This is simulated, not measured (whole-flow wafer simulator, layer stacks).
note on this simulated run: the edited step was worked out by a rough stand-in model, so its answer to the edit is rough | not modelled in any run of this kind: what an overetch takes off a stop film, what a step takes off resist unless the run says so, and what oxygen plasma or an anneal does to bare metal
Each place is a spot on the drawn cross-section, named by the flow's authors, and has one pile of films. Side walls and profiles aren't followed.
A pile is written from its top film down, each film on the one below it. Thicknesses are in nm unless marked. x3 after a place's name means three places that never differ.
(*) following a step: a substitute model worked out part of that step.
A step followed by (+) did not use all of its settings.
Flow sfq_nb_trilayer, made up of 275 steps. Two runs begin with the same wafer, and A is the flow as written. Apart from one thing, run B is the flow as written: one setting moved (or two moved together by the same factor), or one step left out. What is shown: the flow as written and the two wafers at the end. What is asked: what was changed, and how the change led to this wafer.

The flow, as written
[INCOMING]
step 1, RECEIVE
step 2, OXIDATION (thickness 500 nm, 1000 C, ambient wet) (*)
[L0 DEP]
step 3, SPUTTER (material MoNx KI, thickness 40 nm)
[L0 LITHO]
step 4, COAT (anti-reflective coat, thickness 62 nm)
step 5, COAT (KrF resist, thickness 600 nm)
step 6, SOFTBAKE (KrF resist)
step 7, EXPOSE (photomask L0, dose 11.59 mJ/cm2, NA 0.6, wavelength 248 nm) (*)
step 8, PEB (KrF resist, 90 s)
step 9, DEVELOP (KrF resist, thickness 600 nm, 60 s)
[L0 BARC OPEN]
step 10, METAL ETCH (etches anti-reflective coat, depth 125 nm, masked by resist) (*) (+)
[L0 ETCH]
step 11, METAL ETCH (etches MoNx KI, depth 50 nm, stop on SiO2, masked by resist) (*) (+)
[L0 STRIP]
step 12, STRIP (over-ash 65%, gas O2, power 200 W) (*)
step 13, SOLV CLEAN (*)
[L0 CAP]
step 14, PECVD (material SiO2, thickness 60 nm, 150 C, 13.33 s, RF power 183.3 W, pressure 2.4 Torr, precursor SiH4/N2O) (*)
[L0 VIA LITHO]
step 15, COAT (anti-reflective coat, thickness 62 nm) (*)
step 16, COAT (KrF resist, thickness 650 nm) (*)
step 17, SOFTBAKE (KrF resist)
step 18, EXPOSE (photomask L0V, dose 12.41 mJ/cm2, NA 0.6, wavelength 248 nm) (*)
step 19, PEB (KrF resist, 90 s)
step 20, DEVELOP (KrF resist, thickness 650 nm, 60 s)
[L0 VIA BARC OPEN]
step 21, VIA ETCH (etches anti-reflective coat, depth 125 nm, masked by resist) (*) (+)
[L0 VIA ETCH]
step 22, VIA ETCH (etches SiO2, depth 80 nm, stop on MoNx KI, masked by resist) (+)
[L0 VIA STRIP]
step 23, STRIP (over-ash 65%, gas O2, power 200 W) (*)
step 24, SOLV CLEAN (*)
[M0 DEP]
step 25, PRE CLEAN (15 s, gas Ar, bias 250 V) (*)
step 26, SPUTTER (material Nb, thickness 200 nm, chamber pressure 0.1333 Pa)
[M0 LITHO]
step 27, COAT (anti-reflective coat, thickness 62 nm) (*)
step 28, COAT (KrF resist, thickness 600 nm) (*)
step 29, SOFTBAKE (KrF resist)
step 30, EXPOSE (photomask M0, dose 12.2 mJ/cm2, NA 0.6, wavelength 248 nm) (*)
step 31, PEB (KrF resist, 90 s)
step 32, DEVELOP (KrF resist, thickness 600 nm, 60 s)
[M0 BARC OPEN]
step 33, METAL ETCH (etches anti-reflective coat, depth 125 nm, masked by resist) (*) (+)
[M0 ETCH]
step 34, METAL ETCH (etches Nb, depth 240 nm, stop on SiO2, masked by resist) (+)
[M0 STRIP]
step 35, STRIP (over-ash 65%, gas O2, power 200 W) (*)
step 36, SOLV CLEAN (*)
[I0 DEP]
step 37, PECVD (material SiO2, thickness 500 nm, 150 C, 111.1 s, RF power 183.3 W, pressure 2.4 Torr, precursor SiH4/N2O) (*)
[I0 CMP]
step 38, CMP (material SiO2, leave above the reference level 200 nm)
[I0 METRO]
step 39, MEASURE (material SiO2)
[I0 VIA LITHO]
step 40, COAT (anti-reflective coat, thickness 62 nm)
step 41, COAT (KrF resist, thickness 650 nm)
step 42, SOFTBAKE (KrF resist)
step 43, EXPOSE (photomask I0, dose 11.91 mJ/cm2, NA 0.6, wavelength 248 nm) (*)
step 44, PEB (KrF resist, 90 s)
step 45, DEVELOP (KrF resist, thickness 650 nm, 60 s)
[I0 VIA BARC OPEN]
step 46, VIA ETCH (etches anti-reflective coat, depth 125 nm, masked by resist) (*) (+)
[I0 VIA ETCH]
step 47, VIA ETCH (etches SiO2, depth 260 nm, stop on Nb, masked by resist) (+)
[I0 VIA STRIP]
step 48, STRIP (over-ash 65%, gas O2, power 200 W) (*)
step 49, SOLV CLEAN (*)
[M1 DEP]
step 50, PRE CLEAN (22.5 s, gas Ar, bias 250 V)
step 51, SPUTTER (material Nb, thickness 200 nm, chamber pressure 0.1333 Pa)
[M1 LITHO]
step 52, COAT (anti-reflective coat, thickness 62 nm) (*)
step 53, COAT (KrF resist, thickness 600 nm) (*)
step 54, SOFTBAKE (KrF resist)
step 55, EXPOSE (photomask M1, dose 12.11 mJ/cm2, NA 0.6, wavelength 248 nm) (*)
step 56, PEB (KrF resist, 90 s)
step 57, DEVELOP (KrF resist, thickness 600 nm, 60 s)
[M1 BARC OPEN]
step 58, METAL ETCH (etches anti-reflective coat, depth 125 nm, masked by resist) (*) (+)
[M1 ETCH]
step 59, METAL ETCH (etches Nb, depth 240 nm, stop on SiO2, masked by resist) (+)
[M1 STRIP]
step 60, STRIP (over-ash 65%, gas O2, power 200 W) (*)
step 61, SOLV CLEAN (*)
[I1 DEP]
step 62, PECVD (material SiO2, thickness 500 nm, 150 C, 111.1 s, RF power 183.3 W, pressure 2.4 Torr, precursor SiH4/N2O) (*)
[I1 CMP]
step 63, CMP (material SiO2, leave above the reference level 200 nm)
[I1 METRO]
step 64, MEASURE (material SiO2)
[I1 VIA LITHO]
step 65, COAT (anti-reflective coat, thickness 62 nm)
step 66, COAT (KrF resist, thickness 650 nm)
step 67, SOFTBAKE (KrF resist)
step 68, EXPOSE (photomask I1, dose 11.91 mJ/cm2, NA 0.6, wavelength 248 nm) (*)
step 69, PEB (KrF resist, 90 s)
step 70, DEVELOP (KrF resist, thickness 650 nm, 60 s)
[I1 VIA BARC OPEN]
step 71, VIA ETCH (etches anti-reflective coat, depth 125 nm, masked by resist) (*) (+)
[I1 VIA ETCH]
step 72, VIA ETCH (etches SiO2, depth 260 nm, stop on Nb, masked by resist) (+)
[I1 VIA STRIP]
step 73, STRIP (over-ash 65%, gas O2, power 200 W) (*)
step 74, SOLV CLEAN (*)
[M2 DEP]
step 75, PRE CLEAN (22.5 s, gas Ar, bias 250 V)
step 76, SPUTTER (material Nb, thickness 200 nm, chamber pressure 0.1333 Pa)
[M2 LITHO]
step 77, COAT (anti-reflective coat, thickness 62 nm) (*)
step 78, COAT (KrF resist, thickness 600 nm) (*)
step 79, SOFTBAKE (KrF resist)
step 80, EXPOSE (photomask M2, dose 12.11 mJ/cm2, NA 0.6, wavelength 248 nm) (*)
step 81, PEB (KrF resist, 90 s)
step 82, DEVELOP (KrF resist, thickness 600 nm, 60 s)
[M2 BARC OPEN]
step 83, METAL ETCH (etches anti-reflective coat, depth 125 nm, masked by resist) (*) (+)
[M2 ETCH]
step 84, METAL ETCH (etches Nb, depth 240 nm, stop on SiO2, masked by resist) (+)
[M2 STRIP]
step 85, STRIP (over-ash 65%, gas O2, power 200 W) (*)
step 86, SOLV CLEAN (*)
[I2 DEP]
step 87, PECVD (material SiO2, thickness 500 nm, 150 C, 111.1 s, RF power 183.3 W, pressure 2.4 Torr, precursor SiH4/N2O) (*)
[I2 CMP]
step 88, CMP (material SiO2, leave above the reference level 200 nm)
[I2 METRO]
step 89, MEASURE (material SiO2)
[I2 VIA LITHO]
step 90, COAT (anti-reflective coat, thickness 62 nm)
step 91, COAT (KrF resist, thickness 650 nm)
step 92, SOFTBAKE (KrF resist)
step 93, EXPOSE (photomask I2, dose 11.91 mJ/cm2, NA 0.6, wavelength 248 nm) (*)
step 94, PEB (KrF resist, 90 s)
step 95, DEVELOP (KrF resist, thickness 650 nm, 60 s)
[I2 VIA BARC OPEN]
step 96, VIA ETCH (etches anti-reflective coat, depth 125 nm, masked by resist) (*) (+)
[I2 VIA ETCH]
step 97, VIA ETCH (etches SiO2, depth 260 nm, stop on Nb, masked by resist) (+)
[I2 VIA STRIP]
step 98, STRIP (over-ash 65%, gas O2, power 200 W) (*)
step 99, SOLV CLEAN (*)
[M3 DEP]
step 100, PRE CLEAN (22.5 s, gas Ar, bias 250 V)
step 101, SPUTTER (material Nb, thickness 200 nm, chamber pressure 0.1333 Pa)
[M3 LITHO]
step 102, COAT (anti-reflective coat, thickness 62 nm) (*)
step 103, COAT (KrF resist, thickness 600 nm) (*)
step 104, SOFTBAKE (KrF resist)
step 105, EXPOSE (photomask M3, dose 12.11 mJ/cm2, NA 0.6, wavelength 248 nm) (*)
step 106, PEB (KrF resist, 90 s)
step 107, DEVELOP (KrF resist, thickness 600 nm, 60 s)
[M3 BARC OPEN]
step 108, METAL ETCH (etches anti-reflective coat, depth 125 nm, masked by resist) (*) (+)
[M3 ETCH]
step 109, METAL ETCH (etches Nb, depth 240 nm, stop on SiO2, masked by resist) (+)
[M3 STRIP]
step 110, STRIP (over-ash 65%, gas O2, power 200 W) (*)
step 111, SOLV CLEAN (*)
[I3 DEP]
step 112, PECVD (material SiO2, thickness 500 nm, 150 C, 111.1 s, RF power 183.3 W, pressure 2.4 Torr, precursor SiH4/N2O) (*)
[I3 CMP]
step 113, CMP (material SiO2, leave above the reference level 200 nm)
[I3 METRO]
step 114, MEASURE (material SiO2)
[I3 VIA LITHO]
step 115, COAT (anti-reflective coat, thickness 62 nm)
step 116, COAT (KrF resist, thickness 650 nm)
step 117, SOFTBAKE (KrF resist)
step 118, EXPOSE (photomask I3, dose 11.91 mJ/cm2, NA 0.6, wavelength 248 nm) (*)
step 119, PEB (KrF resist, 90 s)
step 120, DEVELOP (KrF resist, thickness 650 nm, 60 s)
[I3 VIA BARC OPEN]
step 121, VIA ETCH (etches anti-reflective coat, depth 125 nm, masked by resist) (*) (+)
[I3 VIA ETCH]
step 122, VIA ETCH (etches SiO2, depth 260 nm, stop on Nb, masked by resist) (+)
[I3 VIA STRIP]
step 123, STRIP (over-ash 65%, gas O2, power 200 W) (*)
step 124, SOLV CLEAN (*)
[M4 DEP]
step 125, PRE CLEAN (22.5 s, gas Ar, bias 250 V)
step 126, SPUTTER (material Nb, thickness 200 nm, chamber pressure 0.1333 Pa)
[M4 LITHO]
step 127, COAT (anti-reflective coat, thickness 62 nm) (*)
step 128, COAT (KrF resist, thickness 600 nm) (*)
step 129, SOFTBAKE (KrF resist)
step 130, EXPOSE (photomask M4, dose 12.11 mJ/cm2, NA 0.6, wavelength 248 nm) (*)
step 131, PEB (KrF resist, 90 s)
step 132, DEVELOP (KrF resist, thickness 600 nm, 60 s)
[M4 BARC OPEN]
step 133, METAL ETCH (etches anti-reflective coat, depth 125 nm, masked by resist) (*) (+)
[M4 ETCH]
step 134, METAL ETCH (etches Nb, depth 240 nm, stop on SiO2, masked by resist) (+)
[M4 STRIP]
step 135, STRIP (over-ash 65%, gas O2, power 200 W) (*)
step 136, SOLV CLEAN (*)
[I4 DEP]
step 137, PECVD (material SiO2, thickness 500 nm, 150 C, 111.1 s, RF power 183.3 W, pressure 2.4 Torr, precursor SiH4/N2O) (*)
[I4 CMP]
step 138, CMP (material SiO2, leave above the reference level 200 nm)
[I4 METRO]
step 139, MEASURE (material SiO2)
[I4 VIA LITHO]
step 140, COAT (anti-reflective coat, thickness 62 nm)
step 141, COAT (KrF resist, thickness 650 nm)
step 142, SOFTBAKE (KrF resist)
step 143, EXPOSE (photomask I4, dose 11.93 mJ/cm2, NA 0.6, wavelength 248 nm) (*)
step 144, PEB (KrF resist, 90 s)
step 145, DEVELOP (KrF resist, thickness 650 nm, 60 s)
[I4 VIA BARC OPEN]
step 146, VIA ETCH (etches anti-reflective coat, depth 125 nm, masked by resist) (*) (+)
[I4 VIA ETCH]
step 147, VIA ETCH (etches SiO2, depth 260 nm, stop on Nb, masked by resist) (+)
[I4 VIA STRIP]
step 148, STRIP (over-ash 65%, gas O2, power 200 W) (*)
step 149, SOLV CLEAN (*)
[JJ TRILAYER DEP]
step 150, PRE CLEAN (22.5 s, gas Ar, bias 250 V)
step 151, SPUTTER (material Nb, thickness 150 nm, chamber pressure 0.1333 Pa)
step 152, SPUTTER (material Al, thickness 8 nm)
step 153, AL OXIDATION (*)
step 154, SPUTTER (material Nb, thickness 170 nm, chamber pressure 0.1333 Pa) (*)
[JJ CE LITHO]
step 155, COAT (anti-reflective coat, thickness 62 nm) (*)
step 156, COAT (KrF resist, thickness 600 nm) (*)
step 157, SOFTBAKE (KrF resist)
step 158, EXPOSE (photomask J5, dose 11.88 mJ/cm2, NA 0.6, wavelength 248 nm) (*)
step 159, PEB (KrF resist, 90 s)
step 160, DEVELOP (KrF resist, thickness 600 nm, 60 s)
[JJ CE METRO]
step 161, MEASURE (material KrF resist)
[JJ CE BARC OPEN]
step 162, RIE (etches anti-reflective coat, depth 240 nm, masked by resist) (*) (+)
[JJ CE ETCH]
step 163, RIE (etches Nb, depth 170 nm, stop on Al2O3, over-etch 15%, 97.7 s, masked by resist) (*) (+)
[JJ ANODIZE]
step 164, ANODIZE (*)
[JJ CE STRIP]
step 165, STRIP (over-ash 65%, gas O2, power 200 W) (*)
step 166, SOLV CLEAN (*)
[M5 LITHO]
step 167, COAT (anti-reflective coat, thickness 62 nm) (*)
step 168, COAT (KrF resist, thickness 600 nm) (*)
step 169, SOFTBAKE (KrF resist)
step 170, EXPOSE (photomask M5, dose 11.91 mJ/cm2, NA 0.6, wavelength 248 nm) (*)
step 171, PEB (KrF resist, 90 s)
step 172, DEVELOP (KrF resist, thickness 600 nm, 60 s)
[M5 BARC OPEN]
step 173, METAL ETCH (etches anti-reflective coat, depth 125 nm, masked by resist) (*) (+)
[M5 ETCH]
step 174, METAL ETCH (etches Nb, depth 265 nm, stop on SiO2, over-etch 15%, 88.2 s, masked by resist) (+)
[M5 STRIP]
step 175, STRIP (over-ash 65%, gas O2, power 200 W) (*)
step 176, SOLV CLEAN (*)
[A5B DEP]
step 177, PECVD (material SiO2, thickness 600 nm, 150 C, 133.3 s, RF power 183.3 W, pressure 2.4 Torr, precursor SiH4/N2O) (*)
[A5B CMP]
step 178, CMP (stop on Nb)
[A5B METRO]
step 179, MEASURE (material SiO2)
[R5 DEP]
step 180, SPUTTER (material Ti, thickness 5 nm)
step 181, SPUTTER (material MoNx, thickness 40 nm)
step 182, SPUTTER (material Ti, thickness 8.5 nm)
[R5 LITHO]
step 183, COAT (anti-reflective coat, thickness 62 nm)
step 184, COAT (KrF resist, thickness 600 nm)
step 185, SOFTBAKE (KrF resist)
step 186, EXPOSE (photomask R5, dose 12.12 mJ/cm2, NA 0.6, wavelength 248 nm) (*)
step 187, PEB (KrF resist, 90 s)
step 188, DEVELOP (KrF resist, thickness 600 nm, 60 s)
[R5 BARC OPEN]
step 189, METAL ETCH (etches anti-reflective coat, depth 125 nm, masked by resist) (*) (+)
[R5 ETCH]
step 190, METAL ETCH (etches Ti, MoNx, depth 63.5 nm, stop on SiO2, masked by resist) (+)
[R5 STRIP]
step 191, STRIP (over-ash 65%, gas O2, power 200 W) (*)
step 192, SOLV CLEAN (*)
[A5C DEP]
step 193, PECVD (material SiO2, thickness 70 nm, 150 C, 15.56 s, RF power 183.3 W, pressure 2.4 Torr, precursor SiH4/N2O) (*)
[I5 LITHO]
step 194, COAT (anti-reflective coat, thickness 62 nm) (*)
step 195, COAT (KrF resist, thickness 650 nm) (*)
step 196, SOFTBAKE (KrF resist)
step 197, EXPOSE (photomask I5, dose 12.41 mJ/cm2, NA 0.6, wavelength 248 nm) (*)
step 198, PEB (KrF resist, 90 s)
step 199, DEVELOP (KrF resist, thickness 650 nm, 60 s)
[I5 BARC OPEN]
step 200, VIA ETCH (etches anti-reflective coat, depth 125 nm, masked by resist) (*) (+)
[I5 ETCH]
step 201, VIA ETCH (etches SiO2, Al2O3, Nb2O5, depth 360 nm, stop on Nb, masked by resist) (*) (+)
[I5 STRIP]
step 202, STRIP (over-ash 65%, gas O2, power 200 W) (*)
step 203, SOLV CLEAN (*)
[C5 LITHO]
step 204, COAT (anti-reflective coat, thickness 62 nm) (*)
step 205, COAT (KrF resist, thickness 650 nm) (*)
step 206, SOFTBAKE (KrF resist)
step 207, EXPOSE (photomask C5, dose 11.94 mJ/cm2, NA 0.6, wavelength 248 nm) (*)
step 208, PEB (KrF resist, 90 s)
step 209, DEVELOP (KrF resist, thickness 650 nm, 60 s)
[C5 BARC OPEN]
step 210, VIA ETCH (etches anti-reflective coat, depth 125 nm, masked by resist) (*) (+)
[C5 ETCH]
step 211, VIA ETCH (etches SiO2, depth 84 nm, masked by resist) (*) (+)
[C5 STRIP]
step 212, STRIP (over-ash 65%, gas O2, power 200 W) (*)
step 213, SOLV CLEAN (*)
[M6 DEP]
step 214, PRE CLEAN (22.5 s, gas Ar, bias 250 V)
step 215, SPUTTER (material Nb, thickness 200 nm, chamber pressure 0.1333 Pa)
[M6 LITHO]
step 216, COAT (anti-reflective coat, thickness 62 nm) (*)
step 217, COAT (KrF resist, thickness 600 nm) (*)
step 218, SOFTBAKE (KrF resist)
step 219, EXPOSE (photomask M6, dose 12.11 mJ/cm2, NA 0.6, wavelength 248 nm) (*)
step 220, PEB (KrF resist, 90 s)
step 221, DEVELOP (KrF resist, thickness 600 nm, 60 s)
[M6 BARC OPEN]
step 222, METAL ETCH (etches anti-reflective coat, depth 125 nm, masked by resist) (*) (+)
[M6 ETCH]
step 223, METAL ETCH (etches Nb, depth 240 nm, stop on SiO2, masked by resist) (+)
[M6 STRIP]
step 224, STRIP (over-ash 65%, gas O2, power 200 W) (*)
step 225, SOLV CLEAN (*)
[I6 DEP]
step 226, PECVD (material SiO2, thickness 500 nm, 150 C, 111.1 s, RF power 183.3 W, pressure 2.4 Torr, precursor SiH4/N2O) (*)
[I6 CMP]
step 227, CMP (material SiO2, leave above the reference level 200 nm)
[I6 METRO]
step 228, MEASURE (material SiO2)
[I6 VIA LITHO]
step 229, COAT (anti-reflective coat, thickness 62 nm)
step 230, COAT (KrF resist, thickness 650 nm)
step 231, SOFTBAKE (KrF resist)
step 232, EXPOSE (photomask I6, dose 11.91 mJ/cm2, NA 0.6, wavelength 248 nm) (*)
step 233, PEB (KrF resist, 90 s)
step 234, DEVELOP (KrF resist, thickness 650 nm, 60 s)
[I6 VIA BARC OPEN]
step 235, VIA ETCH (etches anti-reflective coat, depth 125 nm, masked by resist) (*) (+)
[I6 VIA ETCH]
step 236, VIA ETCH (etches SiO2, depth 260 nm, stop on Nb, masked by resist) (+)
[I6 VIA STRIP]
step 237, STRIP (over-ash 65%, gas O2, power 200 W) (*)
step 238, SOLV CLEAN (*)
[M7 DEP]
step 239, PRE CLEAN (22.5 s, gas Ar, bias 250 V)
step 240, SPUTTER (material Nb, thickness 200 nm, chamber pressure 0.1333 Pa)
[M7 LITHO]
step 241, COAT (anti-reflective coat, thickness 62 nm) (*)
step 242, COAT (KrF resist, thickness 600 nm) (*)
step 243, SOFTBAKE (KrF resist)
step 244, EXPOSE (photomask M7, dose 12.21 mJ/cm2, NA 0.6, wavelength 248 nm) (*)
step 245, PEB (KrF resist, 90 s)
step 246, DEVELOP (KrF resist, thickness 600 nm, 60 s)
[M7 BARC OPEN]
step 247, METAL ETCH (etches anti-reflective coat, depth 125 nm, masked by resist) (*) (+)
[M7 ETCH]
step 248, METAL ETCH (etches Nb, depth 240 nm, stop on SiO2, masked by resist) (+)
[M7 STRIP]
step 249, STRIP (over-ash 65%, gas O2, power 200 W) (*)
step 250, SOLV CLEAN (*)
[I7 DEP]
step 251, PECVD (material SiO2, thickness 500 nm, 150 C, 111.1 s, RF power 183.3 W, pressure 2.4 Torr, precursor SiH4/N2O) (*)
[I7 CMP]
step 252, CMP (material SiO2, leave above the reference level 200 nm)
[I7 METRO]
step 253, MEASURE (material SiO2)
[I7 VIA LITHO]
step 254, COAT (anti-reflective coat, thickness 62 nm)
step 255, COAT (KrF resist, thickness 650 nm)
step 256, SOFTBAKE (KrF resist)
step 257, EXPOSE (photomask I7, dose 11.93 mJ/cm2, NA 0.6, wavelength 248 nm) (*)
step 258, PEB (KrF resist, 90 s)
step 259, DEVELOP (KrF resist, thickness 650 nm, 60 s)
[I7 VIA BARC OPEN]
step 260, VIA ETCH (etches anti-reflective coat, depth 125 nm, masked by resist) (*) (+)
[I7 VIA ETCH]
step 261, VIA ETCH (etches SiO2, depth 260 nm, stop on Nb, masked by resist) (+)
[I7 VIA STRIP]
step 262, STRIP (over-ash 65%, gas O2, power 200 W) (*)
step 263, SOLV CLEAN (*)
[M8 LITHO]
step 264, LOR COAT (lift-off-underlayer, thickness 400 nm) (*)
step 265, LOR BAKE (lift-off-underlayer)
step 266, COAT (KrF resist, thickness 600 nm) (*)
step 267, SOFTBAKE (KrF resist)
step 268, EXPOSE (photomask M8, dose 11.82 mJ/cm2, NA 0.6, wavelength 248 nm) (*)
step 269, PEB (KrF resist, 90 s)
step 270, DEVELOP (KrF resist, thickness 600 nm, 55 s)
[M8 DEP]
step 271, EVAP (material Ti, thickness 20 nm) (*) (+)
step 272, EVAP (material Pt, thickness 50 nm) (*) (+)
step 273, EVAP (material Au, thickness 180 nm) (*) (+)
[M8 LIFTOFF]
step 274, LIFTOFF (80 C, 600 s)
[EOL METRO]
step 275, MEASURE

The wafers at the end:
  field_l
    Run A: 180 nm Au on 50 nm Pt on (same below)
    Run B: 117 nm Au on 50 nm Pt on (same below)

What caused this: step 273, EVAP: thickness 117 nm was run, though the flow has thickness 180 nm.
The wafer lets one read it off: field_l has Au 117, and step 273 as written asks for 180 nm.

How this came from the change, step by step:
  step 273, EVAP (material Au, thickness 180 nm) (*) (+)
      field_l, v_sur, via_wl and 103 more: A Au gains 180 (new film) | B Au gains 117 (new film)
  step 274, LIFTOFF (80 C, 600 s)
      p4_fl x3, p4_w1 x3, p4_g1 x2 and 66 more: A Au loses 180 (all of it), Pt loses 50 (all of it), Ti loses 20 (all of it), KrF resist loses 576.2 (all of it), lift-off-underlayer loses 400 (all of it) | B Au loses 117 (all of it), Pt loses 50 (all of it), Ti loses 20 (all of it), KrF resist loses 576.2 (all of it), lift-off-underlayer loses 400 (all of it)
      c5j, ce_r: A Au loses 180 (all of it), Pt loses 50 (all of it), Ti loses 20 (all of it), KrF resist loses 573.3 (all of it), lift-off-underlayer loses 399.3 (all of it) | B Au loses 117 (all of it), Pt loses 50 (all of it), Ti loses 20 (all of it), KrF resist loses 573.3 (all of it), lift-off-underlayer loses 399.3 (all of it)
      (also at 19 further places)
